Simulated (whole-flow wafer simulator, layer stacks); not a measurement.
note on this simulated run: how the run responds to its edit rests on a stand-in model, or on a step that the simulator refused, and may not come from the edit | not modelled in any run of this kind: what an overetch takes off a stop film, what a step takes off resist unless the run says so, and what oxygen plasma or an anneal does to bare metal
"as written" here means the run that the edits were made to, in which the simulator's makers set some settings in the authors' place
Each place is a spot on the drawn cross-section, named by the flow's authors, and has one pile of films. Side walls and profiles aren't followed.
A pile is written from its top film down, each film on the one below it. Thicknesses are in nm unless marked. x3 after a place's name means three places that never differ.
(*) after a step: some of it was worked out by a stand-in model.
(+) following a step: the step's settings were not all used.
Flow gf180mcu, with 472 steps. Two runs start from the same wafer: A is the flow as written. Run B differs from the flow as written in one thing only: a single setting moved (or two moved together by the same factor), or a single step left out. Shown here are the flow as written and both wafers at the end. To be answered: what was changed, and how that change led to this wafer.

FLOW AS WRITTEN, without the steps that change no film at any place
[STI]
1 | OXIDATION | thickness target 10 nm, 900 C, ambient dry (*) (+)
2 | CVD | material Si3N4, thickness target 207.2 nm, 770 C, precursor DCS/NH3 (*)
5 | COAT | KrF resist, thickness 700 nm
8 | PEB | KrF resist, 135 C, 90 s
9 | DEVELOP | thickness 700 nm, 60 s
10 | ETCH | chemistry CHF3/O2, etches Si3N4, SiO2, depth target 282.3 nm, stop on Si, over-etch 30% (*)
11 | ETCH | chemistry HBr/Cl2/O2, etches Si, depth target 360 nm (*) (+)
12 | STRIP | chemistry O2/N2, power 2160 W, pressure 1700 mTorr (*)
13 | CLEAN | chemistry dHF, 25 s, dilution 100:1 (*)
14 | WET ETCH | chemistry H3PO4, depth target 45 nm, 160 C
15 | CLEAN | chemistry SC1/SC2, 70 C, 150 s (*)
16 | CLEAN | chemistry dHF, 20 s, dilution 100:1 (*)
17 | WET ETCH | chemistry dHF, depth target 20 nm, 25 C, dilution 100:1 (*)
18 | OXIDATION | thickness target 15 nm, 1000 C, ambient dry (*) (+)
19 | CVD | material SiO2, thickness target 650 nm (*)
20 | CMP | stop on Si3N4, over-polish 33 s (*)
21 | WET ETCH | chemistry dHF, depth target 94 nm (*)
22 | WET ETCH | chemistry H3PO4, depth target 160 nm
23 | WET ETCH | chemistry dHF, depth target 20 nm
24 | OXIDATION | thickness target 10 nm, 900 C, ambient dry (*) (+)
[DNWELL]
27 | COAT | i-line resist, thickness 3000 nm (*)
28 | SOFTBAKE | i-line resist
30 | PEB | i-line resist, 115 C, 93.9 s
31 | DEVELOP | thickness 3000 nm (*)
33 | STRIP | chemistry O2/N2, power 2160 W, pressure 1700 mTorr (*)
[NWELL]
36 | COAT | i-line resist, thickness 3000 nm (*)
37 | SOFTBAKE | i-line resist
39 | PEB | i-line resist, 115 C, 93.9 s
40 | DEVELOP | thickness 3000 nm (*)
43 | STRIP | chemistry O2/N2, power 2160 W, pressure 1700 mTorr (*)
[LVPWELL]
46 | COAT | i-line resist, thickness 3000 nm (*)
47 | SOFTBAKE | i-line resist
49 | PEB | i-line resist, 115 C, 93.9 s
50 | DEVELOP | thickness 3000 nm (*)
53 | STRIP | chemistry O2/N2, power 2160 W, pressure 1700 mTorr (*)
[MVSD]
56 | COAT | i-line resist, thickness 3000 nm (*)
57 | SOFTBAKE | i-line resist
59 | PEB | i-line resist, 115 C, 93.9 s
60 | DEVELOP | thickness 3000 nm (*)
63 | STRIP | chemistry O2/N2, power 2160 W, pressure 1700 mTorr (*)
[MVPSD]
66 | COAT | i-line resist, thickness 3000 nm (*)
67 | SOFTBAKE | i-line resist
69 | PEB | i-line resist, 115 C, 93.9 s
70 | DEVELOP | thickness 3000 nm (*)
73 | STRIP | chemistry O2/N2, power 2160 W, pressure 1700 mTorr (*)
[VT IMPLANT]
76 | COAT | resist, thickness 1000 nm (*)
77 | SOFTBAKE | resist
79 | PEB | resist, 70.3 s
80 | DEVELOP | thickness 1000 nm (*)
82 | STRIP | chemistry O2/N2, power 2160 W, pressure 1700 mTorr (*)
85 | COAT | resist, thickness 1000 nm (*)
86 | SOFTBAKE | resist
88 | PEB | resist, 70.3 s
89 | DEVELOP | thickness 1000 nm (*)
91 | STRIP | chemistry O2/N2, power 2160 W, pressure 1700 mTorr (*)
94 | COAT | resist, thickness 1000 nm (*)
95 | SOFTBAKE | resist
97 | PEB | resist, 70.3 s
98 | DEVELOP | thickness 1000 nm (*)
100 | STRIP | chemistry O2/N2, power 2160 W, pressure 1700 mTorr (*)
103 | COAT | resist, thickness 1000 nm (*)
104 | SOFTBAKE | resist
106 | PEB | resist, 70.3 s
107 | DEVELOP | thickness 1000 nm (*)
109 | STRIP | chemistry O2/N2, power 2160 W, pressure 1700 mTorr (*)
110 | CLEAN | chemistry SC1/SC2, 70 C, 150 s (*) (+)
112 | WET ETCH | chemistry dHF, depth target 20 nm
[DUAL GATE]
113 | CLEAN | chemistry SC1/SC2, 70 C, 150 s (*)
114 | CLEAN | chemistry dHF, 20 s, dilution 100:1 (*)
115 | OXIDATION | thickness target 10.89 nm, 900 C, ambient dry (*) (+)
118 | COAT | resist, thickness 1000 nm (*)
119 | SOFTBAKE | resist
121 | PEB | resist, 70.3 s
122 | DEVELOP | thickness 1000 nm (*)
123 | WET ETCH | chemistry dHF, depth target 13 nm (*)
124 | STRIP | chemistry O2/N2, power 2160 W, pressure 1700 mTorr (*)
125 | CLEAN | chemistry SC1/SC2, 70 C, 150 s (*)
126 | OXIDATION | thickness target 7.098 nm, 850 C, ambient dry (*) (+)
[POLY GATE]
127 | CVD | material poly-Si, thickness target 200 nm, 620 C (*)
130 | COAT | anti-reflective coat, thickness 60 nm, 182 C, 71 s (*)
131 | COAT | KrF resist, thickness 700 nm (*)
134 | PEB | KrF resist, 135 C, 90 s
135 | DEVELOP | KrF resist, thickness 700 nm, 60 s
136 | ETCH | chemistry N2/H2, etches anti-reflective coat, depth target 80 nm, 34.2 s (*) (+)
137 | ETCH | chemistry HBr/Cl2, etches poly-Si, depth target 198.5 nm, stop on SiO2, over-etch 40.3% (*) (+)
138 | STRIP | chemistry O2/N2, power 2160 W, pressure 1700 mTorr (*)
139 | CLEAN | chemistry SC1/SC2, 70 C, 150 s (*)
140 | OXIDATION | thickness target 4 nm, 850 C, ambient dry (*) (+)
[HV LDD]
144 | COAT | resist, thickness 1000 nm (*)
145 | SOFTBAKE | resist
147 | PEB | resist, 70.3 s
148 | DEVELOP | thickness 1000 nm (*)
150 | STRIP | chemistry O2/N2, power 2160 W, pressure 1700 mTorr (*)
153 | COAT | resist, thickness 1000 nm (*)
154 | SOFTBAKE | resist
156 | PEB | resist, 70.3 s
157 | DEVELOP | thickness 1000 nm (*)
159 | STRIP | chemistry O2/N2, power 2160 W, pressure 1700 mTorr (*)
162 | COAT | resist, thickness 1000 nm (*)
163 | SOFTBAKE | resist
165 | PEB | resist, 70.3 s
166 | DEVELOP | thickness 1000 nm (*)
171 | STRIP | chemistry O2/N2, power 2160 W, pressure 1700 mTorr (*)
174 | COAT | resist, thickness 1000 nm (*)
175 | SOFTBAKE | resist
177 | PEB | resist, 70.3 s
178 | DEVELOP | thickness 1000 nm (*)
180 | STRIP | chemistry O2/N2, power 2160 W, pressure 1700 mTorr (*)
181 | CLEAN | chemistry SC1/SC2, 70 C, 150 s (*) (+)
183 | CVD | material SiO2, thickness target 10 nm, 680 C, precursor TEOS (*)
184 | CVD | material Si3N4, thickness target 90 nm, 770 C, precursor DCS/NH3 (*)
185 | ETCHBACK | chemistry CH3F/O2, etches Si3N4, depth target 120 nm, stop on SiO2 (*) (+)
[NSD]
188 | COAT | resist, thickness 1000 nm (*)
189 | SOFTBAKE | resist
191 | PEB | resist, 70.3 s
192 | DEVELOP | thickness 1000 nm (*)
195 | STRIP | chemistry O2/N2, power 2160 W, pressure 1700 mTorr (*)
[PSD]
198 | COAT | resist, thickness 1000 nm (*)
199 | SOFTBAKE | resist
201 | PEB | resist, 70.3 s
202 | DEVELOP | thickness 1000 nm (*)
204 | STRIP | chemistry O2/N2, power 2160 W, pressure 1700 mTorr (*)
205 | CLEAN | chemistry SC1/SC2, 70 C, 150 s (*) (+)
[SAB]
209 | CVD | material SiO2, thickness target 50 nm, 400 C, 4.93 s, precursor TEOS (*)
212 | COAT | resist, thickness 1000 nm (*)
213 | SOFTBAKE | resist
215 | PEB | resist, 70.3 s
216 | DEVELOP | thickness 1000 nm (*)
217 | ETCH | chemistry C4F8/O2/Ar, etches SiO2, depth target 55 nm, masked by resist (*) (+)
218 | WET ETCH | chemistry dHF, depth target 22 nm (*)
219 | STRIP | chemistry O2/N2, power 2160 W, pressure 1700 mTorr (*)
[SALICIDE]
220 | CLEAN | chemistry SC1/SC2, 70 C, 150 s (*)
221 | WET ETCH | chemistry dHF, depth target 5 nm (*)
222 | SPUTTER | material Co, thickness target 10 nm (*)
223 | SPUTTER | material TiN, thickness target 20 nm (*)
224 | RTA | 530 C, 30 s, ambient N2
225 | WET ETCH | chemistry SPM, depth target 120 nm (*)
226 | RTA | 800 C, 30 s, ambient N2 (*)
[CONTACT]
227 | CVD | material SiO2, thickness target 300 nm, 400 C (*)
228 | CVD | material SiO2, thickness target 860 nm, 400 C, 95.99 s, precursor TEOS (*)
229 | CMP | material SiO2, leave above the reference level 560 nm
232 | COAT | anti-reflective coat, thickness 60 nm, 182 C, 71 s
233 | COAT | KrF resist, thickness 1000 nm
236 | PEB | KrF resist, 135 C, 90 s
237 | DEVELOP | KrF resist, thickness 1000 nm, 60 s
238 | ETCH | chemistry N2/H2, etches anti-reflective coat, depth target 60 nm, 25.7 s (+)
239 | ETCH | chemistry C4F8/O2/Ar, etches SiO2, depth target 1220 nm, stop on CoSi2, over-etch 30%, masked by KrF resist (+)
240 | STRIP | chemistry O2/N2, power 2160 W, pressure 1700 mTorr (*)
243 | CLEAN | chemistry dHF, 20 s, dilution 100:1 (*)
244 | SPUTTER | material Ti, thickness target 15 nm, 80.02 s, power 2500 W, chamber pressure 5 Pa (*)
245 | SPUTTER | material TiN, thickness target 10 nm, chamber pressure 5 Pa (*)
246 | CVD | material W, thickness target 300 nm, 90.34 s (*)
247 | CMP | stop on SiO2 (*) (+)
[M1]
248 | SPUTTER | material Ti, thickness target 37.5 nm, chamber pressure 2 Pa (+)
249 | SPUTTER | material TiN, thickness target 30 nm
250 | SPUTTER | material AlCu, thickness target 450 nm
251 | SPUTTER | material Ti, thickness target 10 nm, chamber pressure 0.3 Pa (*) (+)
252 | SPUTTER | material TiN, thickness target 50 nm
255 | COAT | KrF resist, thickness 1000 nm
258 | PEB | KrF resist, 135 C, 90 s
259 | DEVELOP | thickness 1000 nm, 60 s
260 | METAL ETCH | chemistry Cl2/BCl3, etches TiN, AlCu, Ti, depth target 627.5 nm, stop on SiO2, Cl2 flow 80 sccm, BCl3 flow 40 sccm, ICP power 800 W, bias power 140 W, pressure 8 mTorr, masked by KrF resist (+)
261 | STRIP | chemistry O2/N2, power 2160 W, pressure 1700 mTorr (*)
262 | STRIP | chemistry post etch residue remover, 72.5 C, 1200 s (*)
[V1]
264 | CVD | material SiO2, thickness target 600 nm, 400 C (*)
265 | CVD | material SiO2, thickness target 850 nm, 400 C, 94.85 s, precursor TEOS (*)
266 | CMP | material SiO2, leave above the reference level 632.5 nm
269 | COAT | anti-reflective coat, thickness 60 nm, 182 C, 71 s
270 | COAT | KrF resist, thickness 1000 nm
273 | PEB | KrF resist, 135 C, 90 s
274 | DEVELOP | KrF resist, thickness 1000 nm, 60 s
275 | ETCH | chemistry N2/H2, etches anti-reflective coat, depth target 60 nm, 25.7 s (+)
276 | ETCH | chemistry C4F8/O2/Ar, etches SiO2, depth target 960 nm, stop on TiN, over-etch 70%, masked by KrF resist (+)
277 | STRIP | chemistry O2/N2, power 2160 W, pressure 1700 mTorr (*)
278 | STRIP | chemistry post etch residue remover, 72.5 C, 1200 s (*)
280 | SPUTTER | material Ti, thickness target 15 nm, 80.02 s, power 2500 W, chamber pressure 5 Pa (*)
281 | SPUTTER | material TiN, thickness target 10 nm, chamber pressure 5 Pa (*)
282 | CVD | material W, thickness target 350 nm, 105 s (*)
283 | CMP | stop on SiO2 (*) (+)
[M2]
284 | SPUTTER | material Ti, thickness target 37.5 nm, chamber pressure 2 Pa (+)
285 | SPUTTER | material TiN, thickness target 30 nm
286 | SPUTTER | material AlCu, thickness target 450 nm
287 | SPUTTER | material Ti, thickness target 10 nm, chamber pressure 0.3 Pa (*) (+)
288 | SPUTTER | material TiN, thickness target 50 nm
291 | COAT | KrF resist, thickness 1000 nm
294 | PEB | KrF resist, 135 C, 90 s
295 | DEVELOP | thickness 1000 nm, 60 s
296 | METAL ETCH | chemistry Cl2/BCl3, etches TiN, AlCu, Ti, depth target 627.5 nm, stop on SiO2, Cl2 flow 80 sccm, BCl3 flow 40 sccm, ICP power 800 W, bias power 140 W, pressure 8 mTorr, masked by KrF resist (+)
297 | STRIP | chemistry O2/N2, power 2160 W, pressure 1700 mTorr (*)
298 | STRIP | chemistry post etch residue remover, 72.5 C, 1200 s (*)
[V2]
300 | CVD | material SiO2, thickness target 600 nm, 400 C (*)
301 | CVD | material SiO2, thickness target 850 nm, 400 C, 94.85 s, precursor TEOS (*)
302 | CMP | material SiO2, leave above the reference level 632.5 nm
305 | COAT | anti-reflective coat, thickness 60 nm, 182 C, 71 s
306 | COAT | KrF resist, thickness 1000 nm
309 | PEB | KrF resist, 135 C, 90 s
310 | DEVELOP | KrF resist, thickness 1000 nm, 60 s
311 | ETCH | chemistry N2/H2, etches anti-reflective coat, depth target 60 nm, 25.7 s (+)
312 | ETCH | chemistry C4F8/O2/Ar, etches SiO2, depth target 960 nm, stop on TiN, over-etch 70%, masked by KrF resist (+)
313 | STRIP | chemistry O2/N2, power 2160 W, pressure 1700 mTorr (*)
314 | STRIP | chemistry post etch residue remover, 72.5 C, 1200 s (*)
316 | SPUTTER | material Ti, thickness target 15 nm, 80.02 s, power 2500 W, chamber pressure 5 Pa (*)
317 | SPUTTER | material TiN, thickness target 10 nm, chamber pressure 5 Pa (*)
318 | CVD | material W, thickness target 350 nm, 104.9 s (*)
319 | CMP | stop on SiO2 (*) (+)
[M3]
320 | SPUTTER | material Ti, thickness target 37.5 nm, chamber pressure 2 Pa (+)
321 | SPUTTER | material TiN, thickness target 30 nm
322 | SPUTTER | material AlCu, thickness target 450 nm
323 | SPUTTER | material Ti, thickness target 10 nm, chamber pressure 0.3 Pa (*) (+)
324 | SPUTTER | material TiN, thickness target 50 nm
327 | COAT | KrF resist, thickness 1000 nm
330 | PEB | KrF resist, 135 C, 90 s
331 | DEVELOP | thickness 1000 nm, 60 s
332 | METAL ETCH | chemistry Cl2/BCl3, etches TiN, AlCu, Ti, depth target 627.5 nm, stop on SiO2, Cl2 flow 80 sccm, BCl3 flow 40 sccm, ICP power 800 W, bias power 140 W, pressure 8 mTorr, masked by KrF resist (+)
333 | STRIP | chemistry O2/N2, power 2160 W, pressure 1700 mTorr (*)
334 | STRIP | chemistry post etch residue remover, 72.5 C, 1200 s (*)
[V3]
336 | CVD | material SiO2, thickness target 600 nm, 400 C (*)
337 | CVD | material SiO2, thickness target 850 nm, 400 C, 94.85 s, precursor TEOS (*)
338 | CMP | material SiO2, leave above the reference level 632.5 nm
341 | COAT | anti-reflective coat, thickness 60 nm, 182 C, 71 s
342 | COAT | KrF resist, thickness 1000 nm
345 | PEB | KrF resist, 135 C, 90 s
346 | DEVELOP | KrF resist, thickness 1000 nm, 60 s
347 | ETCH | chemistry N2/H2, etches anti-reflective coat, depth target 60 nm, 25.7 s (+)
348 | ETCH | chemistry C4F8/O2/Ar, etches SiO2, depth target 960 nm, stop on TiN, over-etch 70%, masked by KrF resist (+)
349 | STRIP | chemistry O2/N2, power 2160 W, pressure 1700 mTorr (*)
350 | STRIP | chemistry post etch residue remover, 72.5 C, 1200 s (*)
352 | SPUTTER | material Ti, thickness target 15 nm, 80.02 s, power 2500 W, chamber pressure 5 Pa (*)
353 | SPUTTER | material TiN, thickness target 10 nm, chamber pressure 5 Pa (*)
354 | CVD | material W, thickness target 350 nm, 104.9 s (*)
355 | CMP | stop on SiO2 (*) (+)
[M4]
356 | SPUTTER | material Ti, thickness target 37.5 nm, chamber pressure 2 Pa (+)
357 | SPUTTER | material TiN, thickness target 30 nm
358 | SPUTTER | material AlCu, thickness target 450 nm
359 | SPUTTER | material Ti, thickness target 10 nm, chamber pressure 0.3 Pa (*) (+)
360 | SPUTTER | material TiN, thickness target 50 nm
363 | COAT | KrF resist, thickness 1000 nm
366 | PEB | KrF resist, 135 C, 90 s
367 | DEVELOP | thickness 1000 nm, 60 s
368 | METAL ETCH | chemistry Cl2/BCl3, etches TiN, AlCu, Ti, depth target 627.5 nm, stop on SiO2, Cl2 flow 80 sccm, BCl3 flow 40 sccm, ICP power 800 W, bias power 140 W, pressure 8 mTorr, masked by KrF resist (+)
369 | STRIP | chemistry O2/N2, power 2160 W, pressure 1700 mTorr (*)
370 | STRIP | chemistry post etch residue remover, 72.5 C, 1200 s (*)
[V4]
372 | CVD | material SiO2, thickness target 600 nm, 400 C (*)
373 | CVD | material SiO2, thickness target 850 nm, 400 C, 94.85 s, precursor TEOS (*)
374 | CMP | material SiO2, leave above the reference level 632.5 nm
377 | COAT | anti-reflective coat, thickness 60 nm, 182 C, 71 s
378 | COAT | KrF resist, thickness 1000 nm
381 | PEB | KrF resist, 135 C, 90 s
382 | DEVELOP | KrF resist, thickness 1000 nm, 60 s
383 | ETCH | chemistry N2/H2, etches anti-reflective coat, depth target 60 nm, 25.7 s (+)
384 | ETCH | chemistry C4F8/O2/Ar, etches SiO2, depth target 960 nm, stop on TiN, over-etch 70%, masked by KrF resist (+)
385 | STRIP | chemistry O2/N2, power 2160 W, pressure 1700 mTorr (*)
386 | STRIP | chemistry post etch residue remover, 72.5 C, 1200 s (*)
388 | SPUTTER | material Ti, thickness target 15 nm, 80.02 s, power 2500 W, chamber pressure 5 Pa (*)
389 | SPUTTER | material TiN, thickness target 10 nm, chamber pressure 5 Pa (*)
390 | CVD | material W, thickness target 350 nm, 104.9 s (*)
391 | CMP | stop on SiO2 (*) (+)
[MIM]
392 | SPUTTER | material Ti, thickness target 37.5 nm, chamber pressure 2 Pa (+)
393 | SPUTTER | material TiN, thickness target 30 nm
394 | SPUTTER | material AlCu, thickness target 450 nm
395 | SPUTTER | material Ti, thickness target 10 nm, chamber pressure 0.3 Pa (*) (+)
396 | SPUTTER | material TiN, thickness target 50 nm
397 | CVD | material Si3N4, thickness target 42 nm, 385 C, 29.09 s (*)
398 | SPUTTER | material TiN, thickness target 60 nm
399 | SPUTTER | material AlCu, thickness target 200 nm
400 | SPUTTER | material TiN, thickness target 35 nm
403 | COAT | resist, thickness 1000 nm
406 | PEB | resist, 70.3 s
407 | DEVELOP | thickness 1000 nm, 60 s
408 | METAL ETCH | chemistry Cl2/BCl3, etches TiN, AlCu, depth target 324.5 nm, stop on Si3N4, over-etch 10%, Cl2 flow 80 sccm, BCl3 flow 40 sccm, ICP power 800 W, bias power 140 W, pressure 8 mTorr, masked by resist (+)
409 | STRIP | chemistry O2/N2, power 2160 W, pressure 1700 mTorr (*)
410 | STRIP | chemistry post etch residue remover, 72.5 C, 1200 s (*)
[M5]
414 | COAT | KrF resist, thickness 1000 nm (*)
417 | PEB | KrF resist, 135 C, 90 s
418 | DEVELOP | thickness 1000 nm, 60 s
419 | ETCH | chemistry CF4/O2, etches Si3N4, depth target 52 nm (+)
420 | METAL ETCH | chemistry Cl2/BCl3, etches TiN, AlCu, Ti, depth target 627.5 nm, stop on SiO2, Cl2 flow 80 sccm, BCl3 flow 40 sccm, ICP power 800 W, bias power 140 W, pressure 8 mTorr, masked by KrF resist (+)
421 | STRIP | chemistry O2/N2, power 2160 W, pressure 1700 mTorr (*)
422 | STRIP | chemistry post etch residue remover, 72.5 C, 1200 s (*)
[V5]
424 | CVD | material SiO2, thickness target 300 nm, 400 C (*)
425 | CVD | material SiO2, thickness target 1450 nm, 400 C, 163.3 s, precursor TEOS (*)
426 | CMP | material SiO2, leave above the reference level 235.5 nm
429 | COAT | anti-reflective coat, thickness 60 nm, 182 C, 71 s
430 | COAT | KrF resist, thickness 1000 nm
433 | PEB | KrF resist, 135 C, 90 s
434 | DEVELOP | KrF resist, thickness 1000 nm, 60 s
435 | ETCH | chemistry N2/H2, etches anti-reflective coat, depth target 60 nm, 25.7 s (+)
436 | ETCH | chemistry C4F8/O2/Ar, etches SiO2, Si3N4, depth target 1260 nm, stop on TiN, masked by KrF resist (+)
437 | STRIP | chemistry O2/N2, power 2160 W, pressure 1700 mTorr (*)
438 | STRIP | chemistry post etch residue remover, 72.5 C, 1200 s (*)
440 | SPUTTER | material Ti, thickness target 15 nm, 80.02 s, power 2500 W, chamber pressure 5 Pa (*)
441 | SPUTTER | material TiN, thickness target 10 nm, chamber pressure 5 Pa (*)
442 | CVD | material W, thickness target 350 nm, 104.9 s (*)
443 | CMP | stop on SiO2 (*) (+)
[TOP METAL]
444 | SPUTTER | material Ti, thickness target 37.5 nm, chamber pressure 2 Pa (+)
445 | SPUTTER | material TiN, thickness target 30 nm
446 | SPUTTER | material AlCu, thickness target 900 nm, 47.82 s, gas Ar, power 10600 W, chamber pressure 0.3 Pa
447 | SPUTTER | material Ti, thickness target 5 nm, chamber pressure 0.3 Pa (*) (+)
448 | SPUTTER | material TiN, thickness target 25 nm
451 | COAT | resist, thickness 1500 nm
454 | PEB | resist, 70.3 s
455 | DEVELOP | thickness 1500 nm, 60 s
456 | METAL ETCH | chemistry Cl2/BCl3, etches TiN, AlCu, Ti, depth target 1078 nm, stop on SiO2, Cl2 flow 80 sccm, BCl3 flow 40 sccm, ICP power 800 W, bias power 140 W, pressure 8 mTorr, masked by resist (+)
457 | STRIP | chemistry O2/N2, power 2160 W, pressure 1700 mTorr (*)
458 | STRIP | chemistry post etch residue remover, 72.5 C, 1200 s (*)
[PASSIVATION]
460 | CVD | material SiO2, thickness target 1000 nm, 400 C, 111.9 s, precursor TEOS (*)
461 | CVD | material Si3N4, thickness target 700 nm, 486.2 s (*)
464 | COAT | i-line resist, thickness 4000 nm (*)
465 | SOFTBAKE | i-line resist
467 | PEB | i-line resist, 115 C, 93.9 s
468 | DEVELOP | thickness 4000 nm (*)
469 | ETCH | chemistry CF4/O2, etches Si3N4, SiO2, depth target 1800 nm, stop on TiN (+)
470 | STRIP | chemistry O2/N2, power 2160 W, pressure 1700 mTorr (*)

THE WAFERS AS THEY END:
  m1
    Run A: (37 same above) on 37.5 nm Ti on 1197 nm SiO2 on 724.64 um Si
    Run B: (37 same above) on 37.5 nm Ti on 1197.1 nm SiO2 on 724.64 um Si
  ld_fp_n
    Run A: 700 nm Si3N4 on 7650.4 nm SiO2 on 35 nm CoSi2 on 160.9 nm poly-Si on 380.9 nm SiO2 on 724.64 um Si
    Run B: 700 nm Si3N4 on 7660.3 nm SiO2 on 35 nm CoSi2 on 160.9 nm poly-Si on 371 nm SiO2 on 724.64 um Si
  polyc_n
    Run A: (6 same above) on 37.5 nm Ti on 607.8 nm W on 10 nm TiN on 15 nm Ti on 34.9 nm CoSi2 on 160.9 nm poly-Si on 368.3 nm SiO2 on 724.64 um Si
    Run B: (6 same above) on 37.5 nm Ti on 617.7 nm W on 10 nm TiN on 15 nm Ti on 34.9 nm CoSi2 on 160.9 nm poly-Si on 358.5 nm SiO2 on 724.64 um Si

The reason: step 112, WET ETCH: depth target 29 nm was run, though the flow has depth target 20 nm.

Step by step, how the change led to this:
  112 | WET ETCH | chemistry dHF, depth target 20 nm
      field, field__w2, field__w3 and 43 more: A -22 SiO2 | B -31.9 SiO2
  119 | SOFTBAKE | resist
      gate_p_hv: A +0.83 resist | B +0.31 resist
  130 | COAT | anti-reflective coat, thickness 60 nm, 182 C, 71 s (*)
      p_well, spacer, sd_n: A +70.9 anti-reflective coat (new film) | B +61.4 anti-reflective coat (new film)
      ldn_ch, ldp_ch: A +66.7 anti-reflective coat (new film) | B +63.3 anti-reflective coat (new film)
      (as well as at 70 more places)
  136 | ETCH | chemistry N2/H2, etches anti-reflective coat, depth target 80 nm, 34.2 s (*) (+)
      p_well, spacer, sd_n: A -70.9 anti-reflective coat (all of it), -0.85 poly-Si | B -61.4 anti-reflective coat (all of it), -1.09 poly-Si
      ldn_dft, ldp_dft: A -48.7 anti-reflective coat (all of it), -1.42 poly-Si | B -53.9 anti-reflective coat (all of it), -1.28 poly-Si
      (as well as at 49 more places)
  138 | STRIP | chemistry O2/N2, power 2160 W, pressure 1700 mTorr (*)
      gate: A +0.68 chemical SiO2 (new film), -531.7 KrF resist (all of it), -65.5 anti-reflective coat (all of it), -0.3 poly-Si | B +0.69 chemical SiO2 (new film), -530.7 KrF resist (all of it), -61.2 anti-reflective coat (all of it), -0.3 poly-Si
      gate_hv: A +0.68 chemical SiO2 (new film), -528.4 KrF resist (all of it), -61 anti-reflective coat (all of it), -0.3 poly-Si | B +0.69 chemical SiO2 (new film), -526.1 KrF resist (all of it), -59.5 anti-reflective coat (all of it), -0.3 poly-Si
      (as well as at 19 more places)
  145 | SOFTBAKE | resist
      field: A -0.3 resist | B +2.8 resist
      nw_enc_fld_lv__w3: A +2.63 resist | B -0.9 resist
      (as well as at 1 more place)
  154 | SOFTBAKE | resist
      field: A -0.3 resist | B +2.8 resist
      nw_enc_fld_lv__w3: A +2.63 resist | B -0.9 resist
      (as well as at 1 more place)
  163 | SOFTBAKE | resist
      field: A -0.3 resist | B +2.8 resist
      nw_enc_fld_lv__w3: A +2.63 resist | B -0.9 resist
      (as well as at 1 more place)
  175 | SOFTBAKE | resist
      field: A -0.3 resist | B +2.8 resist
      nw_enc_fld_lv__w3: A +2.63 resist | B -0.9 resist
      (as well as at 1 more place)
  189 | SOFTBAKE | resist
      active_hv: A +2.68 resist | B -0.62 resist
      nw_enc_fld_lv__w3: A +2.11 resist | B -1.69 resist
      (as well as at 1 more place)
  199 | SOFTBAKE | resist
      active_hv: A +2.68 resist | B -0.62 resist
      nw_enc_fld_lv__w3: A +2.11 resist | B -1.69 resist
      (as well as at 1 more place)
  213 | SOFTBAKE | resist
      nw_enc_fld_lv__w3: A +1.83 resist | B -1.93 resist
      field__w8: A -1.94 resist | B -2.45 resist
      (as well as at 1 more place)
  218 | WET ETCH | chemistry dHF, depth target 22 nm (*)
      sd_p_hv: A -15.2 SiO2 (all of it) | B -16 SiO2 (all of it)
  223 | SPUTTER | material TiN, thickness target 20 nm (*)
      field__w12: A +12 TiN (new film) | B +12.7 TiN (new film)
  225 | WET ETCH | chemistry SPM, depth target 120 nm (*)
      field__w12: A -12 TiN (all of it), -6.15 Co (all of it) | B -12.7 TiN (all of it), -6.5 Co (all of it)
  229 | CMP | material SiO2, leave above the reference level 560 nm
      ldn_sep__w1, ldn_sep__w2, ldn_dft and 8 more: A -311 SiO2 | B -301.1 SiO2
      sti, mim_1p0, pad, dice_street, iso_nw_fld, iso_fld_sub: A -296.8 SiO2 | B -287 SiO2
      (as well as at 38 more places)
